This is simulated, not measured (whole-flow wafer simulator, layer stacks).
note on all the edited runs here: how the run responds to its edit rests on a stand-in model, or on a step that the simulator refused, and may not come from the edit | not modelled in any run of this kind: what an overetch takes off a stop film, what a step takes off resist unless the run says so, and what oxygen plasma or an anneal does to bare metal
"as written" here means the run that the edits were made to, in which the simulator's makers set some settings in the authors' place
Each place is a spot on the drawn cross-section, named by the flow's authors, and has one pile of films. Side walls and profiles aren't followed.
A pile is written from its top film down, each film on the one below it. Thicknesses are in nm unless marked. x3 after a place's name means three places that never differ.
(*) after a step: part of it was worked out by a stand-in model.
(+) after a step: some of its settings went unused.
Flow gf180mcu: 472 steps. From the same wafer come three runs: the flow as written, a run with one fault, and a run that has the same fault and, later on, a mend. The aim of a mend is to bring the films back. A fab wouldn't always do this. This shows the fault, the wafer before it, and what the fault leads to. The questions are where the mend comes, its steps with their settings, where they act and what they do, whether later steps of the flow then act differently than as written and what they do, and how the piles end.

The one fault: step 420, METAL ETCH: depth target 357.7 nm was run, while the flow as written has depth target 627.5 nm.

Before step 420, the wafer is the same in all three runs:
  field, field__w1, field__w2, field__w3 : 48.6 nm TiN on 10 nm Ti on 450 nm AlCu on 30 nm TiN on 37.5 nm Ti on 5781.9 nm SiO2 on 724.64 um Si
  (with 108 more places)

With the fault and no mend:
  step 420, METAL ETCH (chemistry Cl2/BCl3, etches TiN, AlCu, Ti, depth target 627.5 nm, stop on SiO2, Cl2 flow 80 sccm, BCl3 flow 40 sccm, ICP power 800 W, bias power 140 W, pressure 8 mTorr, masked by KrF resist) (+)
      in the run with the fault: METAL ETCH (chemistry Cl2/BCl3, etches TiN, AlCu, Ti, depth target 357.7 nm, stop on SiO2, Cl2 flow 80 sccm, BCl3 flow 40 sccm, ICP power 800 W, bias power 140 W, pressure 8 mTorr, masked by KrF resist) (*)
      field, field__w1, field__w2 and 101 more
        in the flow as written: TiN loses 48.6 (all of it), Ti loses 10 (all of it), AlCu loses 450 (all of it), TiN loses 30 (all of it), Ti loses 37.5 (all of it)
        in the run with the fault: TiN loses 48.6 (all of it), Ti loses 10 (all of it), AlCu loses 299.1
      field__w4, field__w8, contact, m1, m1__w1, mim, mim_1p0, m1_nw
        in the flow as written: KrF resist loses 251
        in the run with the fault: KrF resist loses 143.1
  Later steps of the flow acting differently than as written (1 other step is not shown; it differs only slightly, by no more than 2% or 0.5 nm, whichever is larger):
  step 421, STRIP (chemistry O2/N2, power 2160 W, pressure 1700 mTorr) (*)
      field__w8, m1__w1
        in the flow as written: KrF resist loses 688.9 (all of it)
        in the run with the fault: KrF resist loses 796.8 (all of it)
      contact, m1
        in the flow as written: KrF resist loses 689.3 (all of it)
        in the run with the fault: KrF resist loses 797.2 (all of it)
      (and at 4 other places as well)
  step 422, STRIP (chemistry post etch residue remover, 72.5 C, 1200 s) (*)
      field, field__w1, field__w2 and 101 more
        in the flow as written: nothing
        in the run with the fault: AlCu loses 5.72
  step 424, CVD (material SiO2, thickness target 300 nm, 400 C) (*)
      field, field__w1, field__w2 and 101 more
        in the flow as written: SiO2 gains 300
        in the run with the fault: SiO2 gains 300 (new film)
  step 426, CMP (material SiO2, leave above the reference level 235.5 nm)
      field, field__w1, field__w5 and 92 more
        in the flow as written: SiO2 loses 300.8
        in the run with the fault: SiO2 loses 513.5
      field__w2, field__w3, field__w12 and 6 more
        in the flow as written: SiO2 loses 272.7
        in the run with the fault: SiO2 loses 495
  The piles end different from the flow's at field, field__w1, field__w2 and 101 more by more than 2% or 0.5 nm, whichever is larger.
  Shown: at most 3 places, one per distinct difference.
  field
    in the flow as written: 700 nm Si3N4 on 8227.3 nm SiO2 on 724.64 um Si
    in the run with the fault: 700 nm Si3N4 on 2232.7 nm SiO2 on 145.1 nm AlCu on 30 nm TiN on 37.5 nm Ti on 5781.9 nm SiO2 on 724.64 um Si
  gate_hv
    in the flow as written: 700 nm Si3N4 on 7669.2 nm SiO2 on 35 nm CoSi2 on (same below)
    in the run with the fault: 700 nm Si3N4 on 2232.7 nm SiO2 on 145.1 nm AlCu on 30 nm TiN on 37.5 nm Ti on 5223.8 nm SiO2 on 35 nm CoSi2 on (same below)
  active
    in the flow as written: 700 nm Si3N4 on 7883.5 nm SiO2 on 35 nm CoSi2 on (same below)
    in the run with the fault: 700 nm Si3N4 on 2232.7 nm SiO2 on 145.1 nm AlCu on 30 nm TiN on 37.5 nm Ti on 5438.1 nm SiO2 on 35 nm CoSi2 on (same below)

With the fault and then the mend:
  The mend follows step 420.
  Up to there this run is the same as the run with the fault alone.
  step 420a, METAL ETCH (chemistry Cl2/BCl3, etches TiN, AlCu, Ti, depth target 269.8 nm, stop on SiO2, Cl2 flow 80 sccm, BCl3 flow 40 sccm, ICP power 800 W, bias power 140 W, pressure 8 mTorr, masked by KrF resist) (+) (the flow's step 420 again, with other settings)
      field, field__w1, field__w2 and 101 more
        AlCu loses 150.9 (all of it), TiN loses 30 (all of it), Ti loses 37.5 (all of it)
      field__w4, field__w8, contact, m1, m1__w1, mim, mim_1p0, m1_nw
        KrF resist loses 107.9
  Every later step of the flow that is run acts as written at every place that is followed.
  By the end, the piles equal the flow's at every place that both follow.
